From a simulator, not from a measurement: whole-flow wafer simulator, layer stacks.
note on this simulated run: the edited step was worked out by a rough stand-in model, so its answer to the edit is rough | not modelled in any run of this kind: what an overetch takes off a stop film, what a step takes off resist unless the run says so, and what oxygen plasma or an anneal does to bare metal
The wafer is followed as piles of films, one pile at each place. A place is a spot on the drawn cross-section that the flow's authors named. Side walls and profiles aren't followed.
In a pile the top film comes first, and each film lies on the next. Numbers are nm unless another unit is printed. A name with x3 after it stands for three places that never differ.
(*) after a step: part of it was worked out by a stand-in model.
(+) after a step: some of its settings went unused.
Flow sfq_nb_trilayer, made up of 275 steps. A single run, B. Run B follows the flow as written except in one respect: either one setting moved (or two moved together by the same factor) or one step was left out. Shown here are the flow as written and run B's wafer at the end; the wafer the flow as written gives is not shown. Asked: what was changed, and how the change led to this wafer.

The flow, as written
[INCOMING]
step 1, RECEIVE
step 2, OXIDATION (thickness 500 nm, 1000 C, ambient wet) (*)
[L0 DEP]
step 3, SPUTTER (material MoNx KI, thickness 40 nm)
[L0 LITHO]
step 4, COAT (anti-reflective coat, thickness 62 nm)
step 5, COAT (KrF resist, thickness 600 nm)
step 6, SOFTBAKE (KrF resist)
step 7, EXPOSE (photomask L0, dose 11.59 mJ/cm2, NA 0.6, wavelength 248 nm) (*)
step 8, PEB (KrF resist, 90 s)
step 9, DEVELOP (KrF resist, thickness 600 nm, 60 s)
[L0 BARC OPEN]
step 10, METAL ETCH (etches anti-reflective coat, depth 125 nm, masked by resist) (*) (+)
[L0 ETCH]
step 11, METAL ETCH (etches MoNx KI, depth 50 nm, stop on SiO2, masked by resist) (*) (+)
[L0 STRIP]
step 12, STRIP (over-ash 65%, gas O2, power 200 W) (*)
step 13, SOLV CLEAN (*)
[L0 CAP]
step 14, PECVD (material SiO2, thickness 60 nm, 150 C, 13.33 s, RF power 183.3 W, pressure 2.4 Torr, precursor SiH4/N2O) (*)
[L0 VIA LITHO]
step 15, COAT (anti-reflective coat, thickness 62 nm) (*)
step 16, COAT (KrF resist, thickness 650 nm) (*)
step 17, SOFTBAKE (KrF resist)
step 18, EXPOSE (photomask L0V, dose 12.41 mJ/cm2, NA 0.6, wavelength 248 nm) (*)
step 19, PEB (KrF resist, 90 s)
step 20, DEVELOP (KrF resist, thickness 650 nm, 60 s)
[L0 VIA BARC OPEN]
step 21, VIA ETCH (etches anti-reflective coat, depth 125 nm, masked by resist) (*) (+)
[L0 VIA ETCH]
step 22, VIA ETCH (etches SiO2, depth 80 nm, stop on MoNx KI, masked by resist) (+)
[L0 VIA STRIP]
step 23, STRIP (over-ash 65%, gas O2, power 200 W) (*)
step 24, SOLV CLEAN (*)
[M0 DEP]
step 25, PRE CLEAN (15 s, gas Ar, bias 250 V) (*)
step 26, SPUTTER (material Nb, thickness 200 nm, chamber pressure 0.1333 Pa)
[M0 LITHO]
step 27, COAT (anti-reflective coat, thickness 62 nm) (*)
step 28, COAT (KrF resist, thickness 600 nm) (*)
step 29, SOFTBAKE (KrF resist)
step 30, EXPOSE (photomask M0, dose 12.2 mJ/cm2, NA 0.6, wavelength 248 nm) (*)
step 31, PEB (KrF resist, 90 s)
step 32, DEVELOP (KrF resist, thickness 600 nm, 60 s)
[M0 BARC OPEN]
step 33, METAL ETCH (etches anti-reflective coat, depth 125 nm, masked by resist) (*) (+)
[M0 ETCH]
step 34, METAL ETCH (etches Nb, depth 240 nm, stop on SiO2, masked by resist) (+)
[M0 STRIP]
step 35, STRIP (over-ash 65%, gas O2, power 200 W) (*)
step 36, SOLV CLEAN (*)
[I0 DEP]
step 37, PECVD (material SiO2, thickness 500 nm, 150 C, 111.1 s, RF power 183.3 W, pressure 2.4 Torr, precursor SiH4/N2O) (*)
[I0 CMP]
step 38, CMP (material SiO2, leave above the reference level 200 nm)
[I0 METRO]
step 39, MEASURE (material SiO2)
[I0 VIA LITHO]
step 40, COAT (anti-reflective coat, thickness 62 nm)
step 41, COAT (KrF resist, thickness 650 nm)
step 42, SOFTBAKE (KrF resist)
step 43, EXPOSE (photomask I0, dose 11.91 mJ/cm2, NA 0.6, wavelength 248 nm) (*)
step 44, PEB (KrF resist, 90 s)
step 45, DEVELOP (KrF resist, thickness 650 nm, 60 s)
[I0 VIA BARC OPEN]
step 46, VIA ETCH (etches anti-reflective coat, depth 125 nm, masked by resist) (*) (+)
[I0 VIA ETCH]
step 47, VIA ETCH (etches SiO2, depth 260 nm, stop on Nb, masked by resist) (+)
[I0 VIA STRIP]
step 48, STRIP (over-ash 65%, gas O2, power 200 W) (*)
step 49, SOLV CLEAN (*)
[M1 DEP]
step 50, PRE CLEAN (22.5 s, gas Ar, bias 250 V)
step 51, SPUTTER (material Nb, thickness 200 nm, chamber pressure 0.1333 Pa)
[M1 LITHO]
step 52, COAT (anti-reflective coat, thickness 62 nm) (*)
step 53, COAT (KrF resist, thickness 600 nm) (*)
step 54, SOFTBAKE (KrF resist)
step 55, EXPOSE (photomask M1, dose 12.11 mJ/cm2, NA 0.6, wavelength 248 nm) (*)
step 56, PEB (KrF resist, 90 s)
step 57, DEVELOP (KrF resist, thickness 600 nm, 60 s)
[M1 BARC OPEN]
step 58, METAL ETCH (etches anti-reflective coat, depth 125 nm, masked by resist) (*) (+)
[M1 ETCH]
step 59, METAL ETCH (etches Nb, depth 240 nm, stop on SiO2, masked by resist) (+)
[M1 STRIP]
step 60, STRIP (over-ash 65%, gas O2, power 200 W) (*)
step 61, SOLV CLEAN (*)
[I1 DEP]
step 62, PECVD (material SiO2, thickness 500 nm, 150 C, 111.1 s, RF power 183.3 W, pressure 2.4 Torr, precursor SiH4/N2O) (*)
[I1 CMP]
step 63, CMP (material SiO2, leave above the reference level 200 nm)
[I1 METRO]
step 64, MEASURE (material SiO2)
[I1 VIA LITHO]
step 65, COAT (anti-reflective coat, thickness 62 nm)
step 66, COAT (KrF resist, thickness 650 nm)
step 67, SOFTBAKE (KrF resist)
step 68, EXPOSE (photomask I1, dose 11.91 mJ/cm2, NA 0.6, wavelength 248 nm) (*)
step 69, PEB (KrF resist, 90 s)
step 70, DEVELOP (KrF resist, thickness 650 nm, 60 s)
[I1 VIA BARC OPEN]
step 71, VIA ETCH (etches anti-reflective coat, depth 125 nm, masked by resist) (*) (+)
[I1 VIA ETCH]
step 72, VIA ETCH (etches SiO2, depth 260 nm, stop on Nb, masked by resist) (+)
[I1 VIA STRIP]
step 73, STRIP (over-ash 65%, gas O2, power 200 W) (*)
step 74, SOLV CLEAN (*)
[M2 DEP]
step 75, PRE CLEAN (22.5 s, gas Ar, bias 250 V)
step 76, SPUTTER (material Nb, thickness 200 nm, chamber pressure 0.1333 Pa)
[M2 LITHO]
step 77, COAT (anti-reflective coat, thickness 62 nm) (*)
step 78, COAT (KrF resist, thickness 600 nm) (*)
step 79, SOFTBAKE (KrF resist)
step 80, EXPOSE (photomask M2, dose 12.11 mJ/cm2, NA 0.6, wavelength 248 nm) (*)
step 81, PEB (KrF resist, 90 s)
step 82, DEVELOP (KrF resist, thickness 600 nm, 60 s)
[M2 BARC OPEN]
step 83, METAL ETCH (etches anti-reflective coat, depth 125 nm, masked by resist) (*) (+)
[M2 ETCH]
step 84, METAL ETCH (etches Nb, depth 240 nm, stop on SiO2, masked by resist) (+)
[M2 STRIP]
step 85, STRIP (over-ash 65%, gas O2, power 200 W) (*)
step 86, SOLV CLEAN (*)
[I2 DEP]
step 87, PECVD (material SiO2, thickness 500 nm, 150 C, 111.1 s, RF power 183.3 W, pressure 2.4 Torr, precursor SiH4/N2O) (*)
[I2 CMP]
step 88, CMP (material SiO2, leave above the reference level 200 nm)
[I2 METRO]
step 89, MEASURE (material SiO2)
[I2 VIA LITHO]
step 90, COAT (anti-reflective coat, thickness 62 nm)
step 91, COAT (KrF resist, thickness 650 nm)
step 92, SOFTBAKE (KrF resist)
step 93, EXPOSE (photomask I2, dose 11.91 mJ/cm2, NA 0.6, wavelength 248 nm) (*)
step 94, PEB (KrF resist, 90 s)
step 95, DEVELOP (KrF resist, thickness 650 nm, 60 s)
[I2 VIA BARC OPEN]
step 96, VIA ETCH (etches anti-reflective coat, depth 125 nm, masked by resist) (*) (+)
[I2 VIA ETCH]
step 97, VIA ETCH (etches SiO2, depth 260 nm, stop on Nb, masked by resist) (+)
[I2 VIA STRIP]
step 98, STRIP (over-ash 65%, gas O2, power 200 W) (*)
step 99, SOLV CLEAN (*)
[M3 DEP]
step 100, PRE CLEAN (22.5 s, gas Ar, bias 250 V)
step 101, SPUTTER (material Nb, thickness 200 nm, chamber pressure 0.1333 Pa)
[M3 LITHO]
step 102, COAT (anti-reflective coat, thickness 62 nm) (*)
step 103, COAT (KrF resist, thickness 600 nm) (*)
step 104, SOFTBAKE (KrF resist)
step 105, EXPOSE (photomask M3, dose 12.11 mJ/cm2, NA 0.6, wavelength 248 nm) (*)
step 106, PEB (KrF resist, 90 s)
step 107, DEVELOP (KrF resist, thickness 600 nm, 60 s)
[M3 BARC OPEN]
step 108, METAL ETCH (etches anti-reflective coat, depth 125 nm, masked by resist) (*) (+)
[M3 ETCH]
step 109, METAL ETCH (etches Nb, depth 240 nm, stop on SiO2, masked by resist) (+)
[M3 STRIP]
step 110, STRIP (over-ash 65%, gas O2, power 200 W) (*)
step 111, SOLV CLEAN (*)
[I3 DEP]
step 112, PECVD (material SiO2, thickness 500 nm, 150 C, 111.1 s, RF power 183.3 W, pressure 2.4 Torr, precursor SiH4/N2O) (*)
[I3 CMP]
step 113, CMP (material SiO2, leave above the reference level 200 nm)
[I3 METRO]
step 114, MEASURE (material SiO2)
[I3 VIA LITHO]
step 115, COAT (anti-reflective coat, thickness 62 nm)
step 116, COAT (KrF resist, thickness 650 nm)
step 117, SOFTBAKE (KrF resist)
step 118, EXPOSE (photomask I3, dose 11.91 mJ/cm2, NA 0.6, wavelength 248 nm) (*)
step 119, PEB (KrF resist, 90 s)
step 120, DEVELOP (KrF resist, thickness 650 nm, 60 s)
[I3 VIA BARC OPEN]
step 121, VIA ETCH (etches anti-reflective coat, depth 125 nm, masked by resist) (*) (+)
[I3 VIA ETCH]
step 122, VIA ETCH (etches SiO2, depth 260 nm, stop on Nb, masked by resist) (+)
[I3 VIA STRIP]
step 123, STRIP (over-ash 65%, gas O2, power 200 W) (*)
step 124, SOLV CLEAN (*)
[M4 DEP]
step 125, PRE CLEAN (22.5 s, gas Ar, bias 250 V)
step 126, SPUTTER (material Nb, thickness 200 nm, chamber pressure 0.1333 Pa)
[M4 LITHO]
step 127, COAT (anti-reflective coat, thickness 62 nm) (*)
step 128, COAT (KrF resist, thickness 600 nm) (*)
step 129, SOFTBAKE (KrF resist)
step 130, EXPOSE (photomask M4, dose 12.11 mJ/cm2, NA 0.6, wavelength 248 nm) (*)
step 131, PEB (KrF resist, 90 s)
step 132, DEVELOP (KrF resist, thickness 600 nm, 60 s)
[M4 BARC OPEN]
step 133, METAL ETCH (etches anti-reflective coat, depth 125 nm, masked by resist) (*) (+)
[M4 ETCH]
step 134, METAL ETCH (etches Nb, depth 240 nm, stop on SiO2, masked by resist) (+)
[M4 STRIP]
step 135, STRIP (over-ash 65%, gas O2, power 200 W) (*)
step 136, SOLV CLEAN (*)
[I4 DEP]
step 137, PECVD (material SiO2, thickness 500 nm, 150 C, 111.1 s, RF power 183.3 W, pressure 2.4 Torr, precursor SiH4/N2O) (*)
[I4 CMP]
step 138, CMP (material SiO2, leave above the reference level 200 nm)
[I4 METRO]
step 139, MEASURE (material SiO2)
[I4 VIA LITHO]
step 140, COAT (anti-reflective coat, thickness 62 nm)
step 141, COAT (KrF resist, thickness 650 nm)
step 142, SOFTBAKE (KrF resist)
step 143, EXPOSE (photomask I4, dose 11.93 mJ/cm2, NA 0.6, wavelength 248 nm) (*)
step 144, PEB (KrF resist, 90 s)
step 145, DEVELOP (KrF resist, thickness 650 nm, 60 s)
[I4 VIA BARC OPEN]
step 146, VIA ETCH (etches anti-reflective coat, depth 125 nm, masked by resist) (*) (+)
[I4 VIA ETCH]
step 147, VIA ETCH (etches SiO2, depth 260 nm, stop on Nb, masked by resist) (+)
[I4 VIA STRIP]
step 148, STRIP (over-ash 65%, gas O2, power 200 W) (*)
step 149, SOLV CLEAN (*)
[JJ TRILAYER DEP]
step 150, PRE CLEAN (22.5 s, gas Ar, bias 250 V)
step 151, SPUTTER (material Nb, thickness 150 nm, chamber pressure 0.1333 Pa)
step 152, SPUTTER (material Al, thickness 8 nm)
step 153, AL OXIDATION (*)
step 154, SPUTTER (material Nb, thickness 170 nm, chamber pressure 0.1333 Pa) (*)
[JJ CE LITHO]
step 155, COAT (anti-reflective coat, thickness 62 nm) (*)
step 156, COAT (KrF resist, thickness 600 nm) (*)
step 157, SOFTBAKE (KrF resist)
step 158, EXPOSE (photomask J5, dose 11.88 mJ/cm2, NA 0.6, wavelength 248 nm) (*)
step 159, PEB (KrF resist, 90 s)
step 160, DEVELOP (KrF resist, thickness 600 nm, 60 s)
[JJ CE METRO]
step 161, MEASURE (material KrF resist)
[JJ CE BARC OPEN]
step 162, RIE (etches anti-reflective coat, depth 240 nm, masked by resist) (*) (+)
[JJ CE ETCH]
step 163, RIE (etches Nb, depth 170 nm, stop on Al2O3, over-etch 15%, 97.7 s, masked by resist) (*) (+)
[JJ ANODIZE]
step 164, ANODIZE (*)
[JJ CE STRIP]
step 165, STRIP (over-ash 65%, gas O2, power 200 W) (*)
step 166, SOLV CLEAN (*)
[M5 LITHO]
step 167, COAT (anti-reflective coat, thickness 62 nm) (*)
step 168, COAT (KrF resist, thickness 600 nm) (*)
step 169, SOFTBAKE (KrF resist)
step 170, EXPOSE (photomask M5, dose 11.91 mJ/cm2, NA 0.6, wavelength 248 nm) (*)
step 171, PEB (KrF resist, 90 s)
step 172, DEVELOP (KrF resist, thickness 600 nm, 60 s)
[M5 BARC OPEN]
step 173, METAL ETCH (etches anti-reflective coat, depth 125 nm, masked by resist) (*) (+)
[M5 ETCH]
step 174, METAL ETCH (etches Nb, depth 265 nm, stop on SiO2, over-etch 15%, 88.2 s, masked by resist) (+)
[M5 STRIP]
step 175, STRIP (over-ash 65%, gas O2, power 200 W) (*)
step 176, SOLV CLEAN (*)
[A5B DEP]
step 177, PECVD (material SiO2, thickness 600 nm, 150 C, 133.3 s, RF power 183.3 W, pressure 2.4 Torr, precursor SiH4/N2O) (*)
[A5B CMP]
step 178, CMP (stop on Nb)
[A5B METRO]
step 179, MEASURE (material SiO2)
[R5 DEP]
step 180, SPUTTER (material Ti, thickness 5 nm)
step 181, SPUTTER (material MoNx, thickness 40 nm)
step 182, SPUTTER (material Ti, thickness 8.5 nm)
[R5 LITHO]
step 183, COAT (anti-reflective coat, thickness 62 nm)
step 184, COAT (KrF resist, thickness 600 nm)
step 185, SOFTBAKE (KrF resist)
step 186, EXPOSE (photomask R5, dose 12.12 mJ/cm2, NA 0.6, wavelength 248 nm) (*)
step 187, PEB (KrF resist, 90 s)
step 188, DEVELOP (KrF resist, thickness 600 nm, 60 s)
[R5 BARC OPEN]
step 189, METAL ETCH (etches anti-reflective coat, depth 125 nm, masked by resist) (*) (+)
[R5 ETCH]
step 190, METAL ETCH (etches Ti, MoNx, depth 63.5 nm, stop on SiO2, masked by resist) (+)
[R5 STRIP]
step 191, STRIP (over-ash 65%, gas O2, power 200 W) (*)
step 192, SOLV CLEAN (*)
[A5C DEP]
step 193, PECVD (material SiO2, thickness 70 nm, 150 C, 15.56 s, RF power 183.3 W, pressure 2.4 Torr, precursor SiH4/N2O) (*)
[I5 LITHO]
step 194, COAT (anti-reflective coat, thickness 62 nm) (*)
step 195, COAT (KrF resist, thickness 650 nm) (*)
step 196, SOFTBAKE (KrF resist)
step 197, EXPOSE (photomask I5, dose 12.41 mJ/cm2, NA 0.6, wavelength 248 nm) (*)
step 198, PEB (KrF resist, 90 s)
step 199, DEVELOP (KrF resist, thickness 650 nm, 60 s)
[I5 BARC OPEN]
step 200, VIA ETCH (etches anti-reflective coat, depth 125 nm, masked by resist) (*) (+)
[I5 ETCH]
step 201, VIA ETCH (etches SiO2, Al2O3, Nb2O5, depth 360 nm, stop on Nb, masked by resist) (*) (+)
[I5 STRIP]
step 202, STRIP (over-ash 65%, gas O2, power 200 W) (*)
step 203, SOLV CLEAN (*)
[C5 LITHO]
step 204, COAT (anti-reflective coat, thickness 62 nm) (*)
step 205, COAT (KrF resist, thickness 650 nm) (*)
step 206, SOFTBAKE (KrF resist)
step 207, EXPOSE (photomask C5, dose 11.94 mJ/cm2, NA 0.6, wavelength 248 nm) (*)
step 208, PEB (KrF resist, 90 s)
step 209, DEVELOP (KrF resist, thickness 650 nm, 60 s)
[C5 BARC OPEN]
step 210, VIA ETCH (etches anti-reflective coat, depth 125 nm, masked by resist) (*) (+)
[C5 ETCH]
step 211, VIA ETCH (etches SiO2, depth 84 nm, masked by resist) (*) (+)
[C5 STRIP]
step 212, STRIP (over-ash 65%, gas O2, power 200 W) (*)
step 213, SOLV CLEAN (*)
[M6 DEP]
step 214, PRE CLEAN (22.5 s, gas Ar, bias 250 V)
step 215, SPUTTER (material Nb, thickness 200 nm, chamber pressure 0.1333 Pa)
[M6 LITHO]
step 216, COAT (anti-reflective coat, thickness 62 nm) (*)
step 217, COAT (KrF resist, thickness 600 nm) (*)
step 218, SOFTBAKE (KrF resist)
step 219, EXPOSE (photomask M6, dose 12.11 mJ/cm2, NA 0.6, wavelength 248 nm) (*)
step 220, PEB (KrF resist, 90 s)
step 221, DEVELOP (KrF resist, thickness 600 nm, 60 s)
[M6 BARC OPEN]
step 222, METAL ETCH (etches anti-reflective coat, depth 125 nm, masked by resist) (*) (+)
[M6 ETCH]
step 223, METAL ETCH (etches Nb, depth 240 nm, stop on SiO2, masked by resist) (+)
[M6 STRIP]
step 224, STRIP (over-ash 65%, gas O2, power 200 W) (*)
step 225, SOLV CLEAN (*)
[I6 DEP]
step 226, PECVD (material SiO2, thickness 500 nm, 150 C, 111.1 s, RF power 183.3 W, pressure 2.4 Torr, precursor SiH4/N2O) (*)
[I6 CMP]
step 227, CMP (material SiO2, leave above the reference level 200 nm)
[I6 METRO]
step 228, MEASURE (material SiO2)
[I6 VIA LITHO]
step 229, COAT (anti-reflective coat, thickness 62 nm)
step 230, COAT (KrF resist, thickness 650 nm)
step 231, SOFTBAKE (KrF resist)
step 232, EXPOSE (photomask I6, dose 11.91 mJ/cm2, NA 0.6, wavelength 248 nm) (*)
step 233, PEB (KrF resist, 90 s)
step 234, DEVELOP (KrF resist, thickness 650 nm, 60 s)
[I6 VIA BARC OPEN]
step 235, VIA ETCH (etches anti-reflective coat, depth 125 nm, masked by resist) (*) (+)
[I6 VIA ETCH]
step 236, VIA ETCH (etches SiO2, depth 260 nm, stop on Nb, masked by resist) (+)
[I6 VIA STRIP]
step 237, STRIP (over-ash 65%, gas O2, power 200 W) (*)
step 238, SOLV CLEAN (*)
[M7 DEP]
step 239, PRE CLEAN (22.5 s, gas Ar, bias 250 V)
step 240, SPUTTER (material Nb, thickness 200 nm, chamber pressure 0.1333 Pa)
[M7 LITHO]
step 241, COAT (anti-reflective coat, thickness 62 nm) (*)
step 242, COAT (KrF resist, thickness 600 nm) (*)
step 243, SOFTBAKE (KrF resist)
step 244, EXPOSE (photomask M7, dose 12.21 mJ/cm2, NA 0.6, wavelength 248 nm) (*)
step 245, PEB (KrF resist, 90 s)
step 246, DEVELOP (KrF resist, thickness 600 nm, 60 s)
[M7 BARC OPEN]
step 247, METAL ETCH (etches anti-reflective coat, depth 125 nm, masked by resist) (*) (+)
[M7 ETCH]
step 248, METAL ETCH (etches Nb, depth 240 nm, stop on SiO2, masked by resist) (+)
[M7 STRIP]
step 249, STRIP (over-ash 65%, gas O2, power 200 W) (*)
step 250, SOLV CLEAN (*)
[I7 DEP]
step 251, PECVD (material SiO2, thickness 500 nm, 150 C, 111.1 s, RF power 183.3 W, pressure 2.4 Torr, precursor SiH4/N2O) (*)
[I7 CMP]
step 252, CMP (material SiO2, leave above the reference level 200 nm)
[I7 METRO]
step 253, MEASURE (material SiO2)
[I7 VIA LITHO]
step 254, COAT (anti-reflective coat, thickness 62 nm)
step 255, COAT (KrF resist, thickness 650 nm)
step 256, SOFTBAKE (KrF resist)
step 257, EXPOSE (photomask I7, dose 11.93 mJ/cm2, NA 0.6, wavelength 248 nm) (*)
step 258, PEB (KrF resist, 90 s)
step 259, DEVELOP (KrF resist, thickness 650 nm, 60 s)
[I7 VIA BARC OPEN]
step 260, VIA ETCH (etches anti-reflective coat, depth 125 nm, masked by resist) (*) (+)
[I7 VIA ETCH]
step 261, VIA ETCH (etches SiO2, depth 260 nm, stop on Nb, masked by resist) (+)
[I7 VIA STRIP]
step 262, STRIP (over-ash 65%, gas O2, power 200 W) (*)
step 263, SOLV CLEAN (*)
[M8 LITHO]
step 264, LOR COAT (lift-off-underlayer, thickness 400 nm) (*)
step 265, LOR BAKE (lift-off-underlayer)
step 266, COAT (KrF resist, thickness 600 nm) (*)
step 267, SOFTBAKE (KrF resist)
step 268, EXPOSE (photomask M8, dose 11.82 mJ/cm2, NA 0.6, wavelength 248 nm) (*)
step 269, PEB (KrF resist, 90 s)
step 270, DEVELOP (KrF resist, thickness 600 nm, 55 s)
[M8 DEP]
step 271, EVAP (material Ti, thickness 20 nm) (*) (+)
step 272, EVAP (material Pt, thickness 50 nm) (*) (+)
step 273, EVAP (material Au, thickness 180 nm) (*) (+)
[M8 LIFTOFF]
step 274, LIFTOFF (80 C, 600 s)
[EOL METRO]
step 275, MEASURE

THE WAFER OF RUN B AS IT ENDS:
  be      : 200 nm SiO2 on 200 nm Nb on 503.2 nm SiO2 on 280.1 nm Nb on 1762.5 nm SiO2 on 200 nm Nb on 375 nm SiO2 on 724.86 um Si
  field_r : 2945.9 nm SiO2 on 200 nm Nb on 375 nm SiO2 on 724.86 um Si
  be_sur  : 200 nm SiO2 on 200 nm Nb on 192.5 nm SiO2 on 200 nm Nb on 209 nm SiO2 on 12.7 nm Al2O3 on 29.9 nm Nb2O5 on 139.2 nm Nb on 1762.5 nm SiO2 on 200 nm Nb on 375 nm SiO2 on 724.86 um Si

What caused this: step 2, OXIDATION: thickness 320 nm was run, whereas the flow has thickness 500 nm.

How this came from the change, step by step:
  step 2, OXIDATION (thickness 500 nm, 1000 C, ambient wet) (*)
      field_l, v_sur, via_wl and 103 more: SiO2 gains 320 (new film), chemical SiO2 loses 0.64 (all of it), Si loses 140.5 (in the flow as written it would be: SiO2 gains 500 (new film), chemical SiO2 loses 0.64 (all of it), Si loses 219.7)
